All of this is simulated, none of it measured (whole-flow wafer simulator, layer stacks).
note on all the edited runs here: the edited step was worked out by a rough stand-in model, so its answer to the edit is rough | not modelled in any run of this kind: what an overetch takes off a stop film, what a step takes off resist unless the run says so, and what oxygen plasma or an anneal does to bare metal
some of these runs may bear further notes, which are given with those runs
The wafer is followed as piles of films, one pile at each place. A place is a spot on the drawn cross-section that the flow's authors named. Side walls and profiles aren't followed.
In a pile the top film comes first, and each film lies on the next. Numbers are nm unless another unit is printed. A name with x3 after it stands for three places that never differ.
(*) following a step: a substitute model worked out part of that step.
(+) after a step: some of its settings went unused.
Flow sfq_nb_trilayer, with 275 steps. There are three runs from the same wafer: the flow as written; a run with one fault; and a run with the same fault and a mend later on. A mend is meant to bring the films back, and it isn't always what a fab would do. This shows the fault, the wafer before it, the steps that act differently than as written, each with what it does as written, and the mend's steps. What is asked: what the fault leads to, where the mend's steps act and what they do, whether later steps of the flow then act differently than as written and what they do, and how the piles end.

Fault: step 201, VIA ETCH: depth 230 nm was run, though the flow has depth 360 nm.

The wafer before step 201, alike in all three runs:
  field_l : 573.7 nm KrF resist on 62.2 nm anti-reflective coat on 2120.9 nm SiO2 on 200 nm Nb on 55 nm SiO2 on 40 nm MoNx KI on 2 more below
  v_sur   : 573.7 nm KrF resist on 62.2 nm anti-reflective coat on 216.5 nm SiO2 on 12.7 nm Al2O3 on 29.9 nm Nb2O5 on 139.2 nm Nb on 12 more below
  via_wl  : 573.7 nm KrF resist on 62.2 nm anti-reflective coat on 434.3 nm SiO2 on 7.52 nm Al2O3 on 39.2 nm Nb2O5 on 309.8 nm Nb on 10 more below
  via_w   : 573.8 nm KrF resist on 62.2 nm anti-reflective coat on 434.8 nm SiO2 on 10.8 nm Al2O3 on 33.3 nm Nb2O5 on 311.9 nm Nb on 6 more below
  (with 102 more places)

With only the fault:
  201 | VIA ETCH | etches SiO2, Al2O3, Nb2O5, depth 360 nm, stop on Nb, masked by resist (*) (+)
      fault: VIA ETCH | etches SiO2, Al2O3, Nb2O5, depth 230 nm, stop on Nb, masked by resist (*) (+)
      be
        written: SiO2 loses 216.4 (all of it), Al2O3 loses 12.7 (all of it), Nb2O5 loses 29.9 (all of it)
        fault: SiO2 loses 216.4 (all of it), Al2O3 loses 12.7 (all of it), Nb2O5 loses 0.95
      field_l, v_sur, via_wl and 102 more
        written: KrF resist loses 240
        fault: KrF resist loses 153.3
  Steps later in the flow that act otherwise than as written (6 other steps are not shown; they differ only slightly, by no more than 2% or 0.5 nm, whichever is larger):
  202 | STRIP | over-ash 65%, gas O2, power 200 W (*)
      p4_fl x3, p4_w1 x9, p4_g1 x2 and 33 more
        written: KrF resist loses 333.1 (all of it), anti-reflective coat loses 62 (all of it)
        fault: KrF resist loses 419.8 (all of it), anti-reflective coat loses 62 (all of it)
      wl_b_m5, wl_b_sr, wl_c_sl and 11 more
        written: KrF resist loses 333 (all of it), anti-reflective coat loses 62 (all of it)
        fault: KrF resist loses 419.7 (all of it), anti-reflective coat loses 62 (all of it)
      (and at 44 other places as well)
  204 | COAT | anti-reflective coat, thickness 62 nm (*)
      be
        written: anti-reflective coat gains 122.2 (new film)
        fault: anti-reflective coat gains 117.9 (new film)
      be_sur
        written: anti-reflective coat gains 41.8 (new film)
        fault: anti-reflective coat gains 42.9 (new film)
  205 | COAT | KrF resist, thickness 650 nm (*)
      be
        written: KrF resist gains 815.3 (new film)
        fault: KrF resist gains 794.6 (new film)
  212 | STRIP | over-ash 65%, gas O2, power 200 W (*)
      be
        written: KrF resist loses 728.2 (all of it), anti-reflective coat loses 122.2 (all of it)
        fault: KrF resist loses 707.5 (all of it), anti-reflective coat loses 117.9 (all of it)
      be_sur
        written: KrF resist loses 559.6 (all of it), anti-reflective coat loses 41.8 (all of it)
        fault: KrF resist loses 561.3 (all of it), anti-reflective coat loses 42.9 (all of it)
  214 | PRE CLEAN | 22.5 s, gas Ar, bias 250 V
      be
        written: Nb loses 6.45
        fault: Nb2O5 loses 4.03
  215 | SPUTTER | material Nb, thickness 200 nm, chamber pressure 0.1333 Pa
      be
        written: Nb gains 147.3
        fault: Nb gains 154.6 (new film)
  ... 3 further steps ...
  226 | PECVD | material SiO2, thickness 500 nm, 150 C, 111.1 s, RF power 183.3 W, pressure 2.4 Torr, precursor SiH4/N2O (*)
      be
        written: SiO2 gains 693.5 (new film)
        fault: SiO2 gains 654.9 (new film)
  The piles end different from the flow's at be by more than 2% or 0.5 nm, whichever is larger.
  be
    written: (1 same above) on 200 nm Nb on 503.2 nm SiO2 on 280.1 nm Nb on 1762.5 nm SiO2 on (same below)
    fault: (1 same above) on 200 nm Nb on 464.6 nm SiO2 on 154.6 nm Nb on 25 nm Nb2O5 on 139.2 nm Nb on 1762.5 nm SiO2 on (same below)

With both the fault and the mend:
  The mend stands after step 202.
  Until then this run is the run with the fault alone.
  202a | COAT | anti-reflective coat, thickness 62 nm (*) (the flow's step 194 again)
      lsp_r, l0_sur, l0v and 64 more
        anti-reflective coat gains 62 (new film)
      wl_a_sl, wl_a_m6, wl_a_sr, wl_g_sr
        anti-reflective coat gains 61.9 (new film)
      v_sur, via_wl
        anti-reflective coat gains 61.7 (new film)
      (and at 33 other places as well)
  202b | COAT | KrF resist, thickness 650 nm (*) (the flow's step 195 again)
      p4_fl x3, p4_w1 x9, p4_g1 x2 and 33 more
        KrF resist gains 650 (new film)
      wl_b_m5, wl_b_sr, wl_c_sl and 12 more
        KrF resist gains 649.9 (new film)
      r5r_line_l, r5r_line_c, r5r_line_r
        KrF resist gains 634.3 (new film)
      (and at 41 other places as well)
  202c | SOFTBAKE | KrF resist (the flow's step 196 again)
      does not change any film at any place that is followed
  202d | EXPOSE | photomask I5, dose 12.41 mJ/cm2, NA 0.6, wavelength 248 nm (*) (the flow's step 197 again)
      does not change any film at any place that is followed
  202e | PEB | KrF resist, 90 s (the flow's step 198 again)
      field_l, v_sur, via_wl and 81 more
        KrF resist loses 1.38
      via_w, via_wr, via_sp, be_sur
        KrF resist loses 1.37
      ce_l, moat, field_r, wl_jj
        KrF resist loses 1.39
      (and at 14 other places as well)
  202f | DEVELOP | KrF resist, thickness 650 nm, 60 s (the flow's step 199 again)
      field_l, v_sur, via_wl and 102 more
        KrF resist loses 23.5
      be
        KrF resist loses 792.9 (all of it)
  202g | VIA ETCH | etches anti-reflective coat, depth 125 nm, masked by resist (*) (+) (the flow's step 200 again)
      field_l, v_sur, via_wl and 102 more
        KrF resist loses 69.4
      be
        anti-reflective coat loses 117.9 (all of it)
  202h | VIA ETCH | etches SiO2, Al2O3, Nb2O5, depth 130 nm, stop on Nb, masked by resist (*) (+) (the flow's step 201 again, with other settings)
      field_l, v_sur, via_wl and 102 more
        KrF resist loses 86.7
      be
        Nb2O5 loses 29 (all of it)
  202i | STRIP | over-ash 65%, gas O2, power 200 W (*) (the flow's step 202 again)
      p4_fl x3, p4_w1 x9, p4_g1 x2 and 33 more
        KrF resist loses 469 (all of it), anti-reflective coat loses 62 (all of it)
      wl_b_sr, wl_c_sl, wl_c_m6 and 10 more
        KrF resist loses 468.9 (all of it), anti-reflective coat loses 62 (all of it)
      wl_b_sl, wl_b_m5, wl_g_sl, wl_g_m5
        KrF resist loses 468.8 (all of it), anti-reflective coat loses 62 (all of it)
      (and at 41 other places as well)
  None of the later steps of the flow acts differently than as written at any place that is followed.
  At every place that both follow, the piles at the end match the flow's.
